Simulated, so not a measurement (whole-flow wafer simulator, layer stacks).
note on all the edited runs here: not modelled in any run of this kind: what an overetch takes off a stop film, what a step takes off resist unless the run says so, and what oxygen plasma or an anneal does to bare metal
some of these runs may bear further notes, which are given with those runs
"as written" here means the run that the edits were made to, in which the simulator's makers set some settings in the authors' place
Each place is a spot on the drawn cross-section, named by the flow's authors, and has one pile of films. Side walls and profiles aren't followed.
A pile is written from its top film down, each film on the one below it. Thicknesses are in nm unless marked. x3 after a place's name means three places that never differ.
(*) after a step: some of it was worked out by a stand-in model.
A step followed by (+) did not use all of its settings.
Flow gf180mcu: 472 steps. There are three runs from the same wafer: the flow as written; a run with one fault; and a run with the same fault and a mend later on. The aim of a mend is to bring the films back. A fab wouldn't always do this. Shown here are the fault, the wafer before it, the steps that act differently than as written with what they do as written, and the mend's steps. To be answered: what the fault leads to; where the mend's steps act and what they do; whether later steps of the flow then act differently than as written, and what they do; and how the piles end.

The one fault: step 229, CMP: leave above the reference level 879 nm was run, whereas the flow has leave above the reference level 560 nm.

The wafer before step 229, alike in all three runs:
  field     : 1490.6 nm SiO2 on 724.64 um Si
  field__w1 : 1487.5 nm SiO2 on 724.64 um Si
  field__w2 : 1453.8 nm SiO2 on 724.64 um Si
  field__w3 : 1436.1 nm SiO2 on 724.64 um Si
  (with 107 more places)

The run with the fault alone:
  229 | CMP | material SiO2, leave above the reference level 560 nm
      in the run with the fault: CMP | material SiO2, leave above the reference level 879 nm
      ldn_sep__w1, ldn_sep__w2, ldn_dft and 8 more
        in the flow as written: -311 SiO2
        in the run with the fault: nothing
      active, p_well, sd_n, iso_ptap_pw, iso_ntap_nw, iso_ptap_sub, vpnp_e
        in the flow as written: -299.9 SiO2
        in the run with the fault: nothing
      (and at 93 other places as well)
  Steps later in the flow that act otherwise than as written (5 other steps are not shown; they differ only slightly, by no more than 2% or 0.5 nm, whichever is larger):
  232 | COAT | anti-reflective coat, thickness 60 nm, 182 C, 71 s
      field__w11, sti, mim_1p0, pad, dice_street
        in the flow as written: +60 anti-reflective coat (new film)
        in the run with the fault: +51.3 anti-reflective coat (new film)
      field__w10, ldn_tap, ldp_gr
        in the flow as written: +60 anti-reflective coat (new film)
        in the run with the fault: +67.5 anti-reflective coat (new film)
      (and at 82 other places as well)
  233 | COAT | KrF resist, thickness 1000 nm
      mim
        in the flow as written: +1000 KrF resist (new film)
        in the run with the fault: +1023.6 KrF resist (new film)
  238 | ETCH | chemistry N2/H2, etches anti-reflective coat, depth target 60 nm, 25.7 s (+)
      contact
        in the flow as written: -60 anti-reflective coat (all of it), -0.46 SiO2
        in the run with the fault: -71.2 anti-reflective coat (all of it), -0.17 SiO2
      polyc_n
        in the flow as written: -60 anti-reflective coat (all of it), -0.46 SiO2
        in the run with the fault: -40.3 anti-reflective coat (all of it), -0.97 SiO2
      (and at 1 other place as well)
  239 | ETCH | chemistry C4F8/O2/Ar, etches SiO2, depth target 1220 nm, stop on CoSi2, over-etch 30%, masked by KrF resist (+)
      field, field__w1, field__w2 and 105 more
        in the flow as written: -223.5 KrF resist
        in the run with the fault: -244 KrF resist
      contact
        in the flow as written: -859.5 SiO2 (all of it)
        in the run with the fault: -1143.1 SiO2 (all of it)
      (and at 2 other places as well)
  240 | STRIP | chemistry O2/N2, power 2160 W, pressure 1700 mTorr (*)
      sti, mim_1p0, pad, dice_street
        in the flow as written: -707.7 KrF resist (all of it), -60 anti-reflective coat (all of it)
        in the run with the fault: -693.5 KrF resist (all of it), -51.3 anti-reflective coat (all of it)
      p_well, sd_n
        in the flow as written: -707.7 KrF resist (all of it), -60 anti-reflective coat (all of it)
        in the run with the fault: -693.5 KrF resist (all of it), -48.2 anti-reflective coat (all of it)
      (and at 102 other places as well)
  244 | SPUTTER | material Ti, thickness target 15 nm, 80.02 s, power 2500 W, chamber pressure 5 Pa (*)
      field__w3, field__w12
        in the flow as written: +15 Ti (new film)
        in the run with the fault: +14.2 Ti (new film)
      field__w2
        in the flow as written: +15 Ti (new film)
        in the run with the fault: +14.1 Ti (new film)
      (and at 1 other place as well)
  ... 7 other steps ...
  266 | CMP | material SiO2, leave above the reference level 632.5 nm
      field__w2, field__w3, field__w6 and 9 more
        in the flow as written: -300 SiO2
        in the run with the fault: -287.7 SiO2
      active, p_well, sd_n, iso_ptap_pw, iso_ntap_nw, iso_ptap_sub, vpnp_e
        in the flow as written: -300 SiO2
        in the run with the fault: -288.5 SiO2
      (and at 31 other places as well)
  The piles end different from the flow's at field, field__w1, field__w2 and 109 more by more than 2% or 0.5 nm, whichever is larger.
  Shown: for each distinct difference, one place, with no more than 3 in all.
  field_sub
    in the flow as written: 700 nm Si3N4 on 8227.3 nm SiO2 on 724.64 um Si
    in the run with the fault: 700 nm Si3N4 on 7042.5 nm SiO2 on 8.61 nm W on 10 nm TiN on 15 nm Ti on 1465.9 nm SiO2 on 724.64 um Si
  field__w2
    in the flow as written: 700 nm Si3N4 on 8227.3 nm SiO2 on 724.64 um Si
    in the run with the fault: 700 nm Si3N4 on 7042.5 nm SiO2 on 25.7 nm W on 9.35 nm TiN on 14.1 nm Ti on 1450.4 nm SiO2 on 724.64 um Si
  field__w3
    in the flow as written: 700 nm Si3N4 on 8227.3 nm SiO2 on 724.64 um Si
    in the run with the fault: 700 nm Si3N4 on 7042.5 nm SiO2 on 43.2 nm W on 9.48 nm TiN on 14.2 nm Ti on 1432.6 nm SiO2 on 724.64 um Si

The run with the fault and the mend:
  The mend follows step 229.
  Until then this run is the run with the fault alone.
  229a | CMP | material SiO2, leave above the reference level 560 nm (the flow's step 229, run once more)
      field__w5, field__w9, n_well and 36 more
        -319 SiO2
      ldn_sep__w1, ldn_sep__w2, ldn_dft and 8 more
        -311 SiO2
      active, p_well, sd_n, iso_ptap_pw, iso_ntap_nw, iso_ptap_sub, vpnp_e
        -299.9 SiO2
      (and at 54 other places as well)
  Later steps of the flow that are run all act as written at every place that is followed.
  At every place that both follow, the piles at the end match the flow's.
